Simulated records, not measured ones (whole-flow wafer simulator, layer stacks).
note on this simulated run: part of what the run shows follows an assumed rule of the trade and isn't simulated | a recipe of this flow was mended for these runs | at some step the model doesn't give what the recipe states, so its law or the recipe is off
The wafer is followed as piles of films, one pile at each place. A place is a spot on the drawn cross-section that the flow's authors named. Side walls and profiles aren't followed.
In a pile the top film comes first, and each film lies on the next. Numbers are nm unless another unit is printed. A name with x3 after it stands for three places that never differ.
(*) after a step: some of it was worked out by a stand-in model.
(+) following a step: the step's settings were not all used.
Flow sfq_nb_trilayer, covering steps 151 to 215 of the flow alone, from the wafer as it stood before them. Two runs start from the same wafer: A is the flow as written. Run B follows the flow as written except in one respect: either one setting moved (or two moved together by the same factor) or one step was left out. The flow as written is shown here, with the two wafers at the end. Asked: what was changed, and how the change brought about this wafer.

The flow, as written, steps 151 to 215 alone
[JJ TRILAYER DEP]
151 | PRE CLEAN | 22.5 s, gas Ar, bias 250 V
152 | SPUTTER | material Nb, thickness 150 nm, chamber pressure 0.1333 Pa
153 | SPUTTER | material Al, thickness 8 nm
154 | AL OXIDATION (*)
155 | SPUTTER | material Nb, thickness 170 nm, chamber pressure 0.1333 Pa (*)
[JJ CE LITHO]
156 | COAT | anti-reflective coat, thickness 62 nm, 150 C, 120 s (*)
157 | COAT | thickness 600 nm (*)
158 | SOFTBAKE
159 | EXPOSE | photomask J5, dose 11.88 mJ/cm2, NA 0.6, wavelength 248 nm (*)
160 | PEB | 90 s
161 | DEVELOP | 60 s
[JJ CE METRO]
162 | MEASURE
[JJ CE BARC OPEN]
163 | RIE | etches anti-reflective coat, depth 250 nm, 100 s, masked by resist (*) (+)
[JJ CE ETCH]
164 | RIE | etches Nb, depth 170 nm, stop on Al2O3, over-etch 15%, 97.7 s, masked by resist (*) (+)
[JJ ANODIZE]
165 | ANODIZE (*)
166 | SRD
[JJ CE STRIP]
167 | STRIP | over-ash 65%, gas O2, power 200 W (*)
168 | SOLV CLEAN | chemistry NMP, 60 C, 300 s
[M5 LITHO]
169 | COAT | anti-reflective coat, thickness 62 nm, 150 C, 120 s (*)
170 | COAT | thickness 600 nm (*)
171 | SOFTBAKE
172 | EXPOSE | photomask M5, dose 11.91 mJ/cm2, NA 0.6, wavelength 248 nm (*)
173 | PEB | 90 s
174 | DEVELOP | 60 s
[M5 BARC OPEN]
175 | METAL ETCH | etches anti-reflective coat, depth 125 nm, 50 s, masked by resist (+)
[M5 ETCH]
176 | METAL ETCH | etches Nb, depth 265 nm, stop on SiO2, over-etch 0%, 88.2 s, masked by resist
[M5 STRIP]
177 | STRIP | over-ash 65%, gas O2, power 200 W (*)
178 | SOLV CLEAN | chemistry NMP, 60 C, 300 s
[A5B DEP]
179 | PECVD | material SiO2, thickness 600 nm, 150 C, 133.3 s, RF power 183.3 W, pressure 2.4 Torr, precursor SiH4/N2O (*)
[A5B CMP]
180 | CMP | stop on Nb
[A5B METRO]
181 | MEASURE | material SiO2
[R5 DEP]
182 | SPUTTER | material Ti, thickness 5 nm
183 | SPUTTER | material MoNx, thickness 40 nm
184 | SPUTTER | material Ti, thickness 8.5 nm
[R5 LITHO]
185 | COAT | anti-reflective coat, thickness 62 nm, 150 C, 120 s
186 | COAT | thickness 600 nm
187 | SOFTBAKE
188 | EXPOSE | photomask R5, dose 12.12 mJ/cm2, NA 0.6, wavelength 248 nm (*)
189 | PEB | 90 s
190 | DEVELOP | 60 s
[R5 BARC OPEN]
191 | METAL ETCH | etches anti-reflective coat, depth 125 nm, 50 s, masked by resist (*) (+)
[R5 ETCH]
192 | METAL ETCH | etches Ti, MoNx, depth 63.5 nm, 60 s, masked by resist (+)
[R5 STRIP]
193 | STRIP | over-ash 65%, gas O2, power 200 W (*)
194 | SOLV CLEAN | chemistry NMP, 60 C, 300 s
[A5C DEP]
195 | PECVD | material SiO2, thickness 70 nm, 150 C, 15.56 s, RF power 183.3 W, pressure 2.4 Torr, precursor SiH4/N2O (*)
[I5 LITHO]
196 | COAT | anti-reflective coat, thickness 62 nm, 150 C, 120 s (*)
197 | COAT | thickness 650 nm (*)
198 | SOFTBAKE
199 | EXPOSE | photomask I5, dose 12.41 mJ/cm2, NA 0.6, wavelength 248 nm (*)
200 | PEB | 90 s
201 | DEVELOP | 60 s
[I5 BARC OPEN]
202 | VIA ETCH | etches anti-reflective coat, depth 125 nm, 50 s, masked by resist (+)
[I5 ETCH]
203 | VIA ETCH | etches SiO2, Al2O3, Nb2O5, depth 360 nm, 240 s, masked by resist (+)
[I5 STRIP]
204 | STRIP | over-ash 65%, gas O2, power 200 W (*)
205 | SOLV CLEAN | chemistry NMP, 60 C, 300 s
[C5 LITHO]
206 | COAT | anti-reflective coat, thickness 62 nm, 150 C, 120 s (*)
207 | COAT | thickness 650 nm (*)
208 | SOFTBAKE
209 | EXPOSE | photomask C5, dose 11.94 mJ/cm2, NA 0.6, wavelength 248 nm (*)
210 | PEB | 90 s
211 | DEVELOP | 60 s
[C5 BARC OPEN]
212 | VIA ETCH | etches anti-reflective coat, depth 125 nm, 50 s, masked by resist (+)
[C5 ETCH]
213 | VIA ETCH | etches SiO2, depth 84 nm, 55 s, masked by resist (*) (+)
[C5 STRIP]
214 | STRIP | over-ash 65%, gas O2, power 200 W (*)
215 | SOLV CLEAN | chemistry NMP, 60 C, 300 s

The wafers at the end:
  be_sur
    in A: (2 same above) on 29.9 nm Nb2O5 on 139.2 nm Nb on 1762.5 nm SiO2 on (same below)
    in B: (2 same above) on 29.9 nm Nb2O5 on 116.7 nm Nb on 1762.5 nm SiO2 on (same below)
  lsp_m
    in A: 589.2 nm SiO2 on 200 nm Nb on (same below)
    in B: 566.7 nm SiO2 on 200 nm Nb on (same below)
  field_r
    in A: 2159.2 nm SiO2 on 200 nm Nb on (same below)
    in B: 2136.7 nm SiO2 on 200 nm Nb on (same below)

What caused this: step 152, SPUTTER: thickness 127.5 nm was run, whereas the flow has thickness 150 nm.

The path from the change to this, step by step:
  152 | SPUTTER | material Nb, thickness 150 nm, chamber pressure 0.1333 Pa
      field_l, v_sur, via_sp and 100 more: A +150 Nb (new film) | B +127.5 Nb (new film)
      via_wl, via_w, via_wr: A +129.8 Nb | B +110.2 Nb
  156 | COAT | anti-reflective coat, thickness 62 nm, 150 C, 120 s (*)
      via_wl, via_wr: A +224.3 anti-reflective coat (new film) | B +218.5 anti-reflective coat (new film)
      via_w: A +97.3 anti-reflective coat (new film) | B +95.3 anti-reflective coat (new film)
  163 | RIE | etches anti-reflective coat, depth 250 nm, 100 s, masked by resist (*) (+)
      via_wl, via_wr: A -224.3 anti-reflective coat (all of it) | B -218.5 anti-reflective coat (all of it)
      via_w: A -97.3 anti-reflective coat (all of it) | B -95.3 anti-reflective coat (all of it)
  169 | COAT | anti-reflective coat, thickness 62 nm, 150 C, 120 s (*)
      via_wl, via_wr: A +184 anti-reflective coat (new film) | B +180.3 anti-reflective coat (new film)
      ce_l: A +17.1 anti-reflective coat (new film) | B +16.4 anti-reflective coat (new film)
      (also at 1 further place)
  176 | METAL ETCH | etches Nb, depth 265 nm, stop on SiO2, over-etch 0%, 88.2 s, masked by resist
      field_l, res, r_end and 47 more: A -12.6 Al2O3 (all of it), -29.9 Nb2O5 (all of it), -139.2 Nb (all of it), -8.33 SiO2 | B -12.6 Al2O3 (all of it), -29.9 Nb2O5 (all of it), -116.7 Nb (all of it), -10.6 SiO2
      r_sur, wl_a_sl, wl_a_m6: A -12.5 Al2O3 (all of it), -29.9 Nb2O5 (all of it), -139.2 Nb (all of it), -8.33 SiO2 | B -12.5 Al2O3 (all of it), -29.9 Nb2O5 (all of it), -116.7 Nb (all of it), -10.6 SiO2
  177 | STRIP | over-ash 65%, gas O2, power 200 W (*)
      via_wl: A -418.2 KrF-resist-other-grade (all of it), -184 anti-reflective coat (all of it) | B -419.3 KrF-resist-other-grade (all of it), -180.3 anti-reflective coat (all of it)
      via_wr: A -419.2 KrF-resist-other-grade (all of it), -184 anti-reflective coat (all of it) | B -420.4 KrF-resist-other-grade (all of it), -180.3 anti-reflective coat (all of it)
      (also at 2 further places)
  180 | CMP | stop on Nb
      field_l, lsp_m, ln_m6 and 44 more: A -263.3 SiO2 | B -283.5 SiO2
      r_sur, res, r_end, moat, field_r, lsp_l: A -256.4 SiO2 | B -277.4 SiO2
